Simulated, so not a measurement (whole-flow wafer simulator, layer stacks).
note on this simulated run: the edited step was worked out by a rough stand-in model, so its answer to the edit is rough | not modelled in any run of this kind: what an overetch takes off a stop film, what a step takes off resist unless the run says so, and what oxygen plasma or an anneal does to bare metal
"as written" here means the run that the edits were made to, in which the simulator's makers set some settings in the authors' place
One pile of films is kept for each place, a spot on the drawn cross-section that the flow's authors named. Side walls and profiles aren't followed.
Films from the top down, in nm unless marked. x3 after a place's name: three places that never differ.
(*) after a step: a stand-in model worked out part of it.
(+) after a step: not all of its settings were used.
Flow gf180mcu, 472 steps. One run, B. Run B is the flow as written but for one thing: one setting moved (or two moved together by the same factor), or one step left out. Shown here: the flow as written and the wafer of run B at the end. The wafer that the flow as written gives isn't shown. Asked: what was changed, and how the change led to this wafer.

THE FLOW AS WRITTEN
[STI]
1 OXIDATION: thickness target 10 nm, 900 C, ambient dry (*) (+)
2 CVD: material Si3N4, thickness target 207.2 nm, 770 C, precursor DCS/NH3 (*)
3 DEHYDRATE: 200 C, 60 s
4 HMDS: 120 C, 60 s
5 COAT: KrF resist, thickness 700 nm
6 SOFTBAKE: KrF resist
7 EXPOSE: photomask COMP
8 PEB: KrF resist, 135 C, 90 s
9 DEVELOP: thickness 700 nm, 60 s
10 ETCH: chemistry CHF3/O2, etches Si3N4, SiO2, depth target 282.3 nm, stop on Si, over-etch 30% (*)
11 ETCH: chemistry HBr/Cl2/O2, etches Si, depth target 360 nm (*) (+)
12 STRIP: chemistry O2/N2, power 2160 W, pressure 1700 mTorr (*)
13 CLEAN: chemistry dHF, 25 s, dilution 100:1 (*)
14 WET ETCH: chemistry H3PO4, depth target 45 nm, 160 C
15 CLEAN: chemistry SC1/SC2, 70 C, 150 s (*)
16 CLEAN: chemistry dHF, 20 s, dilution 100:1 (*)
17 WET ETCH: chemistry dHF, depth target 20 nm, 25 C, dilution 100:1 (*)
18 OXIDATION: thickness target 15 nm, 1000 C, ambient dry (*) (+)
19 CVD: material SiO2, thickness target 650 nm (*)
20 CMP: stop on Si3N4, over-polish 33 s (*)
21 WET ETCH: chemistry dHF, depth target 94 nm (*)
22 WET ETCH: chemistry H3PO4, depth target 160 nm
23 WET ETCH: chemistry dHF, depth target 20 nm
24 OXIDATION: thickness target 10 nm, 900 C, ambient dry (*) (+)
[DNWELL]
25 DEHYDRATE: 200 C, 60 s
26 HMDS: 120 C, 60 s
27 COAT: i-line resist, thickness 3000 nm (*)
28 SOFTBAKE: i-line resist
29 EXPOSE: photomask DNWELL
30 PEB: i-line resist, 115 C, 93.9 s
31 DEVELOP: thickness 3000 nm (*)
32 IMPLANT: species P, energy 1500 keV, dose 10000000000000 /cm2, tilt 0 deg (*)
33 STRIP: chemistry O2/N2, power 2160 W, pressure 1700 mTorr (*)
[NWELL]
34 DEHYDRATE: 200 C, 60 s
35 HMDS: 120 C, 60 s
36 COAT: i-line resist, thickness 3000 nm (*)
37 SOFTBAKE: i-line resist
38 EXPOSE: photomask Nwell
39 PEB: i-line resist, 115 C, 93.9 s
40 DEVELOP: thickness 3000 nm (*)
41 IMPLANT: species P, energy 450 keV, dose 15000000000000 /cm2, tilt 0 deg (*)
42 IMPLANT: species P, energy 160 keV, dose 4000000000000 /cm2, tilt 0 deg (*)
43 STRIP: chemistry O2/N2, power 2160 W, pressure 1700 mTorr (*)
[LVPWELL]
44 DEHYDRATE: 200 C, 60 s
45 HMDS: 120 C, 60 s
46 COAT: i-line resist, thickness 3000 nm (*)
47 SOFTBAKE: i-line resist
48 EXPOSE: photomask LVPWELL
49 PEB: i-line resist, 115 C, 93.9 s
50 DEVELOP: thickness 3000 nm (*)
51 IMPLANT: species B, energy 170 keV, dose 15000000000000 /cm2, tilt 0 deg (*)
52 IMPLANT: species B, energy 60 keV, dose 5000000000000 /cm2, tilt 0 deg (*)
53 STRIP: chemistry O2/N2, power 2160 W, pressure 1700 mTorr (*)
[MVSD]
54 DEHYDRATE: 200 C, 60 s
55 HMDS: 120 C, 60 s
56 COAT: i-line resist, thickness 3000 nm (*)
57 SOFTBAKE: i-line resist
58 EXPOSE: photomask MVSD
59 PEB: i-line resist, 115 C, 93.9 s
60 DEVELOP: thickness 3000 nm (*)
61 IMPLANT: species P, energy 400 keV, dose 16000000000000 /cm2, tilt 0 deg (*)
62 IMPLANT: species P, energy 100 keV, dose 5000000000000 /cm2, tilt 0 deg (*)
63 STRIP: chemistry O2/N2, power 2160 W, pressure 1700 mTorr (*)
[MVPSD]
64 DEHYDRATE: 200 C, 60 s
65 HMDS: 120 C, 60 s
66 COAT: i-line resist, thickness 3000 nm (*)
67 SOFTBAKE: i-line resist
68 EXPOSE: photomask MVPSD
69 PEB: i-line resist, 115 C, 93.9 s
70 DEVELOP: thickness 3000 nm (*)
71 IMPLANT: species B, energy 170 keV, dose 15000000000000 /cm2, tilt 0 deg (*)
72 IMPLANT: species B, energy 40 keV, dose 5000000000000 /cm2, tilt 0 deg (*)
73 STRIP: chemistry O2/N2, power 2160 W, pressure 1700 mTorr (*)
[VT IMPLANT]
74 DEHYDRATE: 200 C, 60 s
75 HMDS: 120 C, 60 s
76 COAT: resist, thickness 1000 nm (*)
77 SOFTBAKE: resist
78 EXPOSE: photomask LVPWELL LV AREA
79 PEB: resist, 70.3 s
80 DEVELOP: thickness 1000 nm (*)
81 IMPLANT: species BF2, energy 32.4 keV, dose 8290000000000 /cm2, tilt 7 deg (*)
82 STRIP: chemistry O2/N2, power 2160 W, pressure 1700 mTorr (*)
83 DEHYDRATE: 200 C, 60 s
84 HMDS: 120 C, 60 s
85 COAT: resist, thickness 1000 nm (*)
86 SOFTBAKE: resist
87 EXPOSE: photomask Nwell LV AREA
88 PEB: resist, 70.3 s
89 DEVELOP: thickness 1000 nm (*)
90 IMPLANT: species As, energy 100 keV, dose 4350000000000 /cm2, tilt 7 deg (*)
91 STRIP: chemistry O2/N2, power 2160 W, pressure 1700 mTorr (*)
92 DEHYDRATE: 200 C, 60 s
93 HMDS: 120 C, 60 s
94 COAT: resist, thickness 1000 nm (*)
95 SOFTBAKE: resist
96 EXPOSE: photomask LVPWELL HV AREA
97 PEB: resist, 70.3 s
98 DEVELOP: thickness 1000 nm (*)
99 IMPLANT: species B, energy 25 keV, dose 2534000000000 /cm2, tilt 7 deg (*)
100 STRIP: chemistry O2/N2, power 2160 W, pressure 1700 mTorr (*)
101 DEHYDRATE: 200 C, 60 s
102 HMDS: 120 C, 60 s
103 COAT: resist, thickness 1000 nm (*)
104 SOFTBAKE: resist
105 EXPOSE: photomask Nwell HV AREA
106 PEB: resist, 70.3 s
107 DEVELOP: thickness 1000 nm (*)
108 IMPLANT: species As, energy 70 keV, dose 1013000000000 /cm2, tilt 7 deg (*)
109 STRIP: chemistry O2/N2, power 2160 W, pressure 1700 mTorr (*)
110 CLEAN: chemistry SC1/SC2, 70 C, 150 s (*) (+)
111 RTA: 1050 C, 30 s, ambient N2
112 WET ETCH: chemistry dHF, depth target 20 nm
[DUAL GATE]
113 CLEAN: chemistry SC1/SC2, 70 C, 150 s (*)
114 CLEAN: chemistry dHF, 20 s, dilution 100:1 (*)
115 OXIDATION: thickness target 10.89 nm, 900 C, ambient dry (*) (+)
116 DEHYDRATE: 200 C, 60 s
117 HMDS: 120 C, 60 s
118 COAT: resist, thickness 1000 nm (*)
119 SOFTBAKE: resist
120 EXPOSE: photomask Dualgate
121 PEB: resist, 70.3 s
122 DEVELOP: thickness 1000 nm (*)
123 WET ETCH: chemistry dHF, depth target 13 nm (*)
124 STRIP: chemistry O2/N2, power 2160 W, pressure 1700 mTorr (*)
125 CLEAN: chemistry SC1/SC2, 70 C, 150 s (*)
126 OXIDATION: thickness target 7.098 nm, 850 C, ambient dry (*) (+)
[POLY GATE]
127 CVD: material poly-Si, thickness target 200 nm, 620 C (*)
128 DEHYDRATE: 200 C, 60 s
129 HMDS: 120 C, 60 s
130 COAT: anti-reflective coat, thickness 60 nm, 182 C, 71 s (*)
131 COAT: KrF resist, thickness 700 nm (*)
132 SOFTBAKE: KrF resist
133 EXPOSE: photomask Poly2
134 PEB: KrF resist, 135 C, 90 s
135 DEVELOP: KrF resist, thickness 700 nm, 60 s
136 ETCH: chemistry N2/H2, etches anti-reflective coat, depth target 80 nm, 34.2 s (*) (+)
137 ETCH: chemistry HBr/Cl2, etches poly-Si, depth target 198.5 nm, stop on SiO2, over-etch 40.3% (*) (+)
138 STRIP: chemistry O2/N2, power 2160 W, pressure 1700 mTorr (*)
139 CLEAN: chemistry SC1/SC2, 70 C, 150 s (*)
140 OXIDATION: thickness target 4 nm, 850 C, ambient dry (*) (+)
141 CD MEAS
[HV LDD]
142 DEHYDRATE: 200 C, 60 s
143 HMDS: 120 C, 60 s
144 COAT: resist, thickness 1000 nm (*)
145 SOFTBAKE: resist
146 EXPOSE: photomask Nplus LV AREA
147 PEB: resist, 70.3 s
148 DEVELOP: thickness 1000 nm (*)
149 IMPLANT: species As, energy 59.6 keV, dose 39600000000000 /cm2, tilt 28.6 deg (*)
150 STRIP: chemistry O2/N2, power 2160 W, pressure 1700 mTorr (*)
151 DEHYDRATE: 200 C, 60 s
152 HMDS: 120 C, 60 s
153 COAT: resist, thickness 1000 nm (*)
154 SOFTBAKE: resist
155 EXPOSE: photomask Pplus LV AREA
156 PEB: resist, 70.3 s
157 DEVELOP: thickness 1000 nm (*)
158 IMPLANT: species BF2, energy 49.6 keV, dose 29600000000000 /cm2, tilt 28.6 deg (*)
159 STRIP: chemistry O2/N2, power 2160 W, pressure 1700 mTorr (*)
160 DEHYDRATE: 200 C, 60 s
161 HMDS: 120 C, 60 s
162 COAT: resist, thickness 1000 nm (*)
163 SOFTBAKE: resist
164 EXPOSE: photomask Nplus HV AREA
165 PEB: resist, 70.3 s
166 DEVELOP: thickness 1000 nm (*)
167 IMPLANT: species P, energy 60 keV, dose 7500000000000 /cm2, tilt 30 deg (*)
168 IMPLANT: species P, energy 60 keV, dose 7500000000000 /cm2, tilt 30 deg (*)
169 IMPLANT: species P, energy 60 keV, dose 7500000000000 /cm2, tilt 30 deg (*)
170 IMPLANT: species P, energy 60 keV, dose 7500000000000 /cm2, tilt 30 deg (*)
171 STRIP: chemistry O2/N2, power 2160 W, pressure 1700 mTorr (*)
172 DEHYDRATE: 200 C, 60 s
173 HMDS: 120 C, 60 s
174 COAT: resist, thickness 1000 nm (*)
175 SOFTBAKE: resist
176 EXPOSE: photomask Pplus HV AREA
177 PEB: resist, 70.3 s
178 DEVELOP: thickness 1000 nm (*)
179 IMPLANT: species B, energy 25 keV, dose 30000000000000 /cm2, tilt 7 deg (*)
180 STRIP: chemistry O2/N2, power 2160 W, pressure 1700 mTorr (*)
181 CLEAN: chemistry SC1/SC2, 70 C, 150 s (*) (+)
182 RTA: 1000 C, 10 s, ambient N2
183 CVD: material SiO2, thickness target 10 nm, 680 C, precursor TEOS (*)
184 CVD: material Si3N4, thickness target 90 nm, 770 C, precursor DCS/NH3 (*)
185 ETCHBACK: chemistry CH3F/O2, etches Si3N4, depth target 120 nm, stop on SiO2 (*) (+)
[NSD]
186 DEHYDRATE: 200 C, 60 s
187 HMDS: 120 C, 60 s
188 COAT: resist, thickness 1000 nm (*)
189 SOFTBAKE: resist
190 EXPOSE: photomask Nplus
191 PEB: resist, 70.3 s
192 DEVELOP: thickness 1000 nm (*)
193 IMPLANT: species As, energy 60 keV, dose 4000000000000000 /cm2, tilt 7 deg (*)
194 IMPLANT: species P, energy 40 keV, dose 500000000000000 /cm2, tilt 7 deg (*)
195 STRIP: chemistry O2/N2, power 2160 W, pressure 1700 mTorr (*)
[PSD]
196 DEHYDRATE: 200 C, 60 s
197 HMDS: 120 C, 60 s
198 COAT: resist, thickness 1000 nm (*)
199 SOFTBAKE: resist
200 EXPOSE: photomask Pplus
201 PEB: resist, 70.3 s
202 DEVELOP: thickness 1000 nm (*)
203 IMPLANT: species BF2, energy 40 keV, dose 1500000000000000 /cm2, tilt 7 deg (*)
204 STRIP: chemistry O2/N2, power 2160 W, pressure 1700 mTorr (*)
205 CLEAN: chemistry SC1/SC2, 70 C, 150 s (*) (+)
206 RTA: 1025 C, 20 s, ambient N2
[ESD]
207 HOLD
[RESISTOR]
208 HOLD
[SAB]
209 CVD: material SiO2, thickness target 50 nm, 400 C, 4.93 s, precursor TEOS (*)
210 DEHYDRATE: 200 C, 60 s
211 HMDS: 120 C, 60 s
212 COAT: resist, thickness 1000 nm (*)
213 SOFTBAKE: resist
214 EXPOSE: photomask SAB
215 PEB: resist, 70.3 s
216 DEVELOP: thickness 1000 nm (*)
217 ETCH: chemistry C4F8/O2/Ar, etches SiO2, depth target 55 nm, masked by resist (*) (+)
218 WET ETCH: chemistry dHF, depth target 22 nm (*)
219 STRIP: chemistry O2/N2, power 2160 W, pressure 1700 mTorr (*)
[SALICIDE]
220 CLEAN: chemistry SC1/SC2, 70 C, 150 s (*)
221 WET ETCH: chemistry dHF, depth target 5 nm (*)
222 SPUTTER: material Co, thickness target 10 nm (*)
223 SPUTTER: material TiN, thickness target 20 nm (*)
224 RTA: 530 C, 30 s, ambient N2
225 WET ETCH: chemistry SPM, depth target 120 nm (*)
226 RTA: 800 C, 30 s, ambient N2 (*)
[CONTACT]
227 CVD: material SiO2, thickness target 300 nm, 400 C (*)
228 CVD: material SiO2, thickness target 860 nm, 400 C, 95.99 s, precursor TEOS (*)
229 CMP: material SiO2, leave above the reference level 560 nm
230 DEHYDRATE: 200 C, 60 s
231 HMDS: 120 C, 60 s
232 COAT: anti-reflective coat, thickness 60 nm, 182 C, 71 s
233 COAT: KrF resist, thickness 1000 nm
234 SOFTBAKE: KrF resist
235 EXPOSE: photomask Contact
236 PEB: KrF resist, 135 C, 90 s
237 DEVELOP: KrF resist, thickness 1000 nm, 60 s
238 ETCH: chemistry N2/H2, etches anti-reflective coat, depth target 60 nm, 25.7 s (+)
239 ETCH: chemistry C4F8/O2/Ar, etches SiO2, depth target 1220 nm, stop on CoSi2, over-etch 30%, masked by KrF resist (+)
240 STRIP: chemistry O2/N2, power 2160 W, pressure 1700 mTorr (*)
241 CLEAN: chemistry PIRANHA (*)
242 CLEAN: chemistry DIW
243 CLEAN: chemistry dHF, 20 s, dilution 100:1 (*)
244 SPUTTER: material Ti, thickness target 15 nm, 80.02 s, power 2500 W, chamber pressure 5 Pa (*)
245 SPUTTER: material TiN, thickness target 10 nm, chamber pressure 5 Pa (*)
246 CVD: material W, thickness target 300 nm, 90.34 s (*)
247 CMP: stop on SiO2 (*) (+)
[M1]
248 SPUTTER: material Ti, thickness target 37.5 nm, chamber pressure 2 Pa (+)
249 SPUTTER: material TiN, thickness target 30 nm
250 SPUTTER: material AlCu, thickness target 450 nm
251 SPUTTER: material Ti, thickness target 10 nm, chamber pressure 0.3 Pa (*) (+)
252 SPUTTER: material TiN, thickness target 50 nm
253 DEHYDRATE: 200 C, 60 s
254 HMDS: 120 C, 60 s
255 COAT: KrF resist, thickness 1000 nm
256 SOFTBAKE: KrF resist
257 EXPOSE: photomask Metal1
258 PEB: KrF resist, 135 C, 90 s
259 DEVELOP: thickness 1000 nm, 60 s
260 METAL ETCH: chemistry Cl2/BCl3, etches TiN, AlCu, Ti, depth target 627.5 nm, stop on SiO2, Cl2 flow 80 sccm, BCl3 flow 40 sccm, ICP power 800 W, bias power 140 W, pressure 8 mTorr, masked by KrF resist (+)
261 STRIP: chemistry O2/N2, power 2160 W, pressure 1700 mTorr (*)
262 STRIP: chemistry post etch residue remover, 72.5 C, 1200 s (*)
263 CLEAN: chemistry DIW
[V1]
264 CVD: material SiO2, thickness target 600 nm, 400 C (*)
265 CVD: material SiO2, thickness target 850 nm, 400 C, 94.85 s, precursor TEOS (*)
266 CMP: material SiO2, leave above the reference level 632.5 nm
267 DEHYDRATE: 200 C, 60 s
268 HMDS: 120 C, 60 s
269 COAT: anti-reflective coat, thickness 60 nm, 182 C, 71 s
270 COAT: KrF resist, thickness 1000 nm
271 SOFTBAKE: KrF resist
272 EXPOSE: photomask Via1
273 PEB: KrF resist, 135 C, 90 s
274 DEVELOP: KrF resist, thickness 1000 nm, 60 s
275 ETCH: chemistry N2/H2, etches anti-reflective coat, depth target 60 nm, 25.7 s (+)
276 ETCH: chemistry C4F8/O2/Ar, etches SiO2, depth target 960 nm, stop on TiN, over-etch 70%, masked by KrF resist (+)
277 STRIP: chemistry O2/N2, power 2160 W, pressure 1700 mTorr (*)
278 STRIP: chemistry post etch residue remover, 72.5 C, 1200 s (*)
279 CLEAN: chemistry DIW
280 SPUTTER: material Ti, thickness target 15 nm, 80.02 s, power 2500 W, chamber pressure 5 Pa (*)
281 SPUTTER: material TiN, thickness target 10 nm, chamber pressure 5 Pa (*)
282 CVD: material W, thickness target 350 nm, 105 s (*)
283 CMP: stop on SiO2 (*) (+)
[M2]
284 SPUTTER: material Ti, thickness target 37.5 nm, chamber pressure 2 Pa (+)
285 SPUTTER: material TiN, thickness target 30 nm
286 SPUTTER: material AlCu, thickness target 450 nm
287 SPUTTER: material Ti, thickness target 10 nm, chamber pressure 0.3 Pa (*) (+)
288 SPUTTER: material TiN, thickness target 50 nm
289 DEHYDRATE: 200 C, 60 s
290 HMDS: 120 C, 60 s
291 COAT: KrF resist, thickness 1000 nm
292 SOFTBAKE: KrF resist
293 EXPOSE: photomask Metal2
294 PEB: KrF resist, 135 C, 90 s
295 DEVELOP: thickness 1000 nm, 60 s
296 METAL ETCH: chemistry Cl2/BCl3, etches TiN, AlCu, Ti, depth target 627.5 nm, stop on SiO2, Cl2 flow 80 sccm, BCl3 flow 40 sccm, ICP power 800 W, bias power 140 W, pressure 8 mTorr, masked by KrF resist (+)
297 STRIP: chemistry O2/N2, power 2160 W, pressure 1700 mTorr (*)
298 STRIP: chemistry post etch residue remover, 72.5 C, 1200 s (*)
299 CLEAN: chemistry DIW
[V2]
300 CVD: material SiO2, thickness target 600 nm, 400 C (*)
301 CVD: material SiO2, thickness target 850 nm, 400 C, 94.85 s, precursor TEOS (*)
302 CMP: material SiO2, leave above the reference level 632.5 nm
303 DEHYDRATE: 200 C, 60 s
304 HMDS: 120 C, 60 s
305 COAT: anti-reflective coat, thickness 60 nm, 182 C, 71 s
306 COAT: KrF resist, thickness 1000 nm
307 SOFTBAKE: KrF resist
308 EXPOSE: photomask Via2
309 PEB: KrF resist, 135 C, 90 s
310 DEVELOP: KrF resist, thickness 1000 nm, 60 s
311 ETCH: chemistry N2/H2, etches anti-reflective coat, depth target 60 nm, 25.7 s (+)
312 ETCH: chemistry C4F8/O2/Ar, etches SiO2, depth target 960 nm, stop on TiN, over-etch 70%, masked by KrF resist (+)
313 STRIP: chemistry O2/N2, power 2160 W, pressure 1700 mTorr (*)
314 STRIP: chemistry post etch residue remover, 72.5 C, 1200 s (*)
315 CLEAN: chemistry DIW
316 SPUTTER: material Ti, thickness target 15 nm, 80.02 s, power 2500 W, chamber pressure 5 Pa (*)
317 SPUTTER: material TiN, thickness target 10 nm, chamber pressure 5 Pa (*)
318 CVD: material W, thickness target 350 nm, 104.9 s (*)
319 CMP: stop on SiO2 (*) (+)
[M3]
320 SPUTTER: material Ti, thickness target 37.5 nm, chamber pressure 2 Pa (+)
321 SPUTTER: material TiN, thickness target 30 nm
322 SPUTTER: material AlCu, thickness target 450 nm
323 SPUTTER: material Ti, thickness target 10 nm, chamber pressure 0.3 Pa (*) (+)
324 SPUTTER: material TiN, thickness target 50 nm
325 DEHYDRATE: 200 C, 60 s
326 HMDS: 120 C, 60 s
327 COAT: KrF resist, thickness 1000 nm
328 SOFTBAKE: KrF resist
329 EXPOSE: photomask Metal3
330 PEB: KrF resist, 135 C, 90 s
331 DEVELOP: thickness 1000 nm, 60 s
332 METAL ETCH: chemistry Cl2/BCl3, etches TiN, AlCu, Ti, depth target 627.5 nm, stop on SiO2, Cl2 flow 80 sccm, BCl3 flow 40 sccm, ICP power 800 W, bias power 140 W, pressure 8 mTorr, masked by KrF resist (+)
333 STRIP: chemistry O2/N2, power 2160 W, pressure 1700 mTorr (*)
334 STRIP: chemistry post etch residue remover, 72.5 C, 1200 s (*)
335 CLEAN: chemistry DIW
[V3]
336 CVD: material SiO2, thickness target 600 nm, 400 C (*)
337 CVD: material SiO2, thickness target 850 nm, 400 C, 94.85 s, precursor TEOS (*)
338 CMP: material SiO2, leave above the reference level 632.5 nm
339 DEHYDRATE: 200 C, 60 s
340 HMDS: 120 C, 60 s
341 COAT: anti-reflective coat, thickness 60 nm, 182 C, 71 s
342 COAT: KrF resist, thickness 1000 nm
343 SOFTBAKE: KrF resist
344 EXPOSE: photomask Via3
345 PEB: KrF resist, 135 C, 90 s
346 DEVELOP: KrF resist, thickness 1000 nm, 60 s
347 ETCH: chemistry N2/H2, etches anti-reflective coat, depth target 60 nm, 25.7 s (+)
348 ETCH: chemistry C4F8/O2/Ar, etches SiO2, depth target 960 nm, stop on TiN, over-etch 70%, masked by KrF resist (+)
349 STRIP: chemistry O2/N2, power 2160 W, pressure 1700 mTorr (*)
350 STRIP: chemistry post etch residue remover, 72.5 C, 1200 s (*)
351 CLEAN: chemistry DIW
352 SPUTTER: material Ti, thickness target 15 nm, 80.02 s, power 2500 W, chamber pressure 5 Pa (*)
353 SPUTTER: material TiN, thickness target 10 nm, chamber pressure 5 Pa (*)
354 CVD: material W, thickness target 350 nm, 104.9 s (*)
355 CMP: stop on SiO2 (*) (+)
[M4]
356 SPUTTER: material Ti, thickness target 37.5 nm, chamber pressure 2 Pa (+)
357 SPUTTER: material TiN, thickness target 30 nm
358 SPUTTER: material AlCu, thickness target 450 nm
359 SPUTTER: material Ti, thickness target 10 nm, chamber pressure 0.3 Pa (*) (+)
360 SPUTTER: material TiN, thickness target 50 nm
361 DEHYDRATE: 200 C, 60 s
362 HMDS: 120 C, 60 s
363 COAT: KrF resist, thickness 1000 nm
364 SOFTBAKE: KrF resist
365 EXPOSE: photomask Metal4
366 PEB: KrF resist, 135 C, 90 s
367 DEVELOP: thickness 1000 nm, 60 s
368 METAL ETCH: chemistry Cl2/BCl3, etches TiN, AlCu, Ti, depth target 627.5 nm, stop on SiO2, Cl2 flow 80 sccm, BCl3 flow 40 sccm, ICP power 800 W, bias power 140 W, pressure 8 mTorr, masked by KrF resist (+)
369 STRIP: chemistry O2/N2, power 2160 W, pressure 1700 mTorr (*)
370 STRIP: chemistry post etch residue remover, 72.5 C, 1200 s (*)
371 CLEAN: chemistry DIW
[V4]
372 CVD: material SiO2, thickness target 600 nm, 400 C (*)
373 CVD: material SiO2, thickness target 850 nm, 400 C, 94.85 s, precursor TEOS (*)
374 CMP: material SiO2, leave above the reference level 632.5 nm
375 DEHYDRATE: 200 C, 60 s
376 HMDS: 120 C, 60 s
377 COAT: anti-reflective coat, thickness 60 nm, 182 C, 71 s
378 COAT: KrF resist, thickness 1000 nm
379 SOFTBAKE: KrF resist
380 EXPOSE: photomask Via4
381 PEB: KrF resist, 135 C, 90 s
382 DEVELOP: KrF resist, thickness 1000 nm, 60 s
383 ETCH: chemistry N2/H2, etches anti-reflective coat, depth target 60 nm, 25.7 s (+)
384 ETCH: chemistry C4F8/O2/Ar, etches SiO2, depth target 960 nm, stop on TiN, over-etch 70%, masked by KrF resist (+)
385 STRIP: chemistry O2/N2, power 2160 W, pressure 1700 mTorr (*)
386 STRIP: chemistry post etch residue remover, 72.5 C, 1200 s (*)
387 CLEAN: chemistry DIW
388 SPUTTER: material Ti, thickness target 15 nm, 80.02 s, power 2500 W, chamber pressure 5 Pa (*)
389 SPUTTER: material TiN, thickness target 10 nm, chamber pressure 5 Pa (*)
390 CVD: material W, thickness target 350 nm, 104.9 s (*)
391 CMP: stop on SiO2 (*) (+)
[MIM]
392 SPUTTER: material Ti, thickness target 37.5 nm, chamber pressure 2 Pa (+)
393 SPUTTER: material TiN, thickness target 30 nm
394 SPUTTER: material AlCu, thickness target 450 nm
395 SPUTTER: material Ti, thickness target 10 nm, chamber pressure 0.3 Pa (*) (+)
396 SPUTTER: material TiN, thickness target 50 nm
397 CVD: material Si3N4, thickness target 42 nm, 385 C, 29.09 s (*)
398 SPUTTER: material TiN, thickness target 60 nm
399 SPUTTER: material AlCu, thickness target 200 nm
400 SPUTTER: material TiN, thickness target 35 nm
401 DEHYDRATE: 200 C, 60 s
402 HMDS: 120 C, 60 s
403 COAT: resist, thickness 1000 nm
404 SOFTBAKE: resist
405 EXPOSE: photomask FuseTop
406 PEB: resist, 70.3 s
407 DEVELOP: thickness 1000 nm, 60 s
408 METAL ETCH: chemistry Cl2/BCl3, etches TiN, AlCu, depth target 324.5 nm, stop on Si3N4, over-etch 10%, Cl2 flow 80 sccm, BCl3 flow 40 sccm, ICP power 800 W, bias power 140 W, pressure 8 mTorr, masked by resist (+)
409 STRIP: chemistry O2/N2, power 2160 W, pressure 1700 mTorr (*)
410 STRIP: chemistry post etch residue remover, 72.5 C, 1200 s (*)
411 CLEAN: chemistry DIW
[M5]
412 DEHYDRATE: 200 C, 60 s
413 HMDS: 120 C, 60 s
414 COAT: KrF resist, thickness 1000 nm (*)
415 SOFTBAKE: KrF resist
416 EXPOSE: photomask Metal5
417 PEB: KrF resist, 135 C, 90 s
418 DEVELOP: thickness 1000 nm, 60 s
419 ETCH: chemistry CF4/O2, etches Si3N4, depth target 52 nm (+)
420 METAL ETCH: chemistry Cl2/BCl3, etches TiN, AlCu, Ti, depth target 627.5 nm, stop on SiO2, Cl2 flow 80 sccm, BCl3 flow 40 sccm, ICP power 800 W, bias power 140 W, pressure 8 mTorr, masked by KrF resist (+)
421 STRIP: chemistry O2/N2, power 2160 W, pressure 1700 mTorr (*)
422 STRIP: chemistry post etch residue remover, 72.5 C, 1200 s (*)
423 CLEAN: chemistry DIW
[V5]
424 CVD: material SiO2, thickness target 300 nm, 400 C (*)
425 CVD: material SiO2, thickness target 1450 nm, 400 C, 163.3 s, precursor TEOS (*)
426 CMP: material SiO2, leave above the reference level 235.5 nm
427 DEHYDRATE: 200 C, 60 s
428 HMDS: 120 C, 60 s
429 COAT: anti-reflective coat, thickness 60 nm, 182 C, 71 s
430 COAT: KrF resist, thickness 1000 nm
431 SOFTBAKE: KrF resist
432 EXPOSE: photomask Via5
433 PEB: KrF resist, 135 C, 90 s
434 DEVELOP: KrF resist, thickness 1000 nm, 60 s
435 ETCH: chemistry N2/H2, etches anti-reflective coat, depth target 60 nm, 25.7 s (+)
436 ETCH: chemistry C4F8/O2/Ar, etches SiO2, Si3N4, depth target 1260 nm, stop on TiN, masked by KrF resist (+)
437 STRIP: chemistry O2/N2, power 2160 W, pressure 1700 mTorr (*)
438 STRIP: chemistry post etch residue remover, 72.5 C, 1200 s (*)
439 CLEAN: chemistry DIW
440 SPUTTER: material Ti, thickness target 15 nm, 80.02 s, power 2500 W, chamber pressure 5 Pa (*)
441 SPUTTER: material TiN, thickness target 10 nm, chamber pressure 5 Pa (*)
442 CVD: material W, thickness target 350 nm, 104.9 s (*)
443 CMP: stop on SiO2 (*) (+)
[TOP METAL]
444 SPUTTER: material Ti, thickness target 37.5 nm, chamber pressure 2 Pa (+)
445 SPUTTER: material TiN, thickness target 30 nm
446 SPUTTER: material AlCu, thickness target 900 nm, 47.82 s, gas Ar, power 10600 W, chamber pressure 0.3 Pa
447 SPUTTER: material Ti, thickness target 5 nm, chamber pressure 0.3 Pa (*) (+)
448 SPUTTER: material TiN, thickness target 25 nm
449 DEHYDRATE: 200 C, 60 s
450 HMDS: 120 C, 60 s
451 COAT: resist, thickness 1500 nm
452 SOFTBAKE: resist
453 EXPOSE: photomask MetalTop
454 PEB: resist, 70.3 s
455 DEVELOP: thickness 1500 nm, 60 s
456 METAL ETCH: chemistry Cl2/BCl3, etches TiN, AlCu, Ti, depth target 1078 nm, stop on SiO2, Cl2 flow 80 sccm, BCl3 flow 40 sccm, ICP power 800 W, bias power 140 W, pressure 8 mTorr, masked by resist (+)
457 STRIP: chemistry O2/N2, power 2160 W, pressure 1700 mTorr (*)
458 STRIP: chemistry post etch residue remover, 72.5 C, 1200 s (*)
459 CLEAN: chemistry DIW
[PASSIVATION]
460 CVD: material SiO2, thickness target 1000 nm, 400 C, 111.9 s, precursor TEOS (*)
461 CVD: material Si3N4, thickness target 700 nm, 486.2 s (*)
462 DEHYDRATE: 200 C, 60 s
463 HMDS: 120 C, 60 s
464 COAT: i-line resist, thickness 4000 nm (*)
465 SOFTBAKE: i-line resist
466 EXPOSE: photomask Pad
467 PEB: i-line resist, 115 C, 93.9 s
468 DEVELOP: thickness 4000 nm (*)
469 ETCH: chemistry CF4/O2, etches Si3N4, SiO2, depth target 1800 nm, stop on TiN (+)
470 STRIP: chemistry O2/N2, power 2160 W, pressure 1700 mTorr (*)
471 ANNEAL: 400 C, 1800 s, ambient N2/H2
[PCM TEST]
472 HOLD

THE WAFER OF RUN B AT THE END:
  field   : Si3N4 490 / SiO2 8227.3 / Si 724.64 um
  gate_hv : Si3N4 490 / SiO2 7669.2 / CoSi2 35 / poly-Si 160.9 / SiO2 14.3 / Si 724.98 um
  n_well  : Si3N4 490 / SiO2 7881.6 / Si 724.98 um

The cause: step 461, CVD: thickness target 490 nm was run, where the flow has thickness target 700 nm; step 461, CVD: 340.3 s was run, where the flow has 486.2 s.
It can be read off the wafer: field has Si3N4 490, and step 461 as written asks for 700 nm.

How the change led to this, step by step:
  461 CVD: material Si3N4, thickness target 700 nm, 486.2 s (*)
      field, field__w1, field__w2 and 109 more: Si3N4 +490 (new film) (as written it would be: Si3N4 +700 (new film))
  465 SOFTBAKE: i-line resist
      field__w11, field__w13: i-line resist +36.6 (as written it would be: i-line resist +37.6)
      mim, ppoly_u: i-line resist +36.5 (as written it would be: i-line resist +37.5)
      (and at 46 more places)
  469 ETCH: chemistry CF4/O2, etches Si3N4, SiO2, depth target 1800 nm, stop on TiN (+)
      pad: Si3N4 -490 (all of it), SiO2 -1000 (all of it) (as written it would be: Si3N4 -700 (all of it), SiO2 -1000 (all of it))
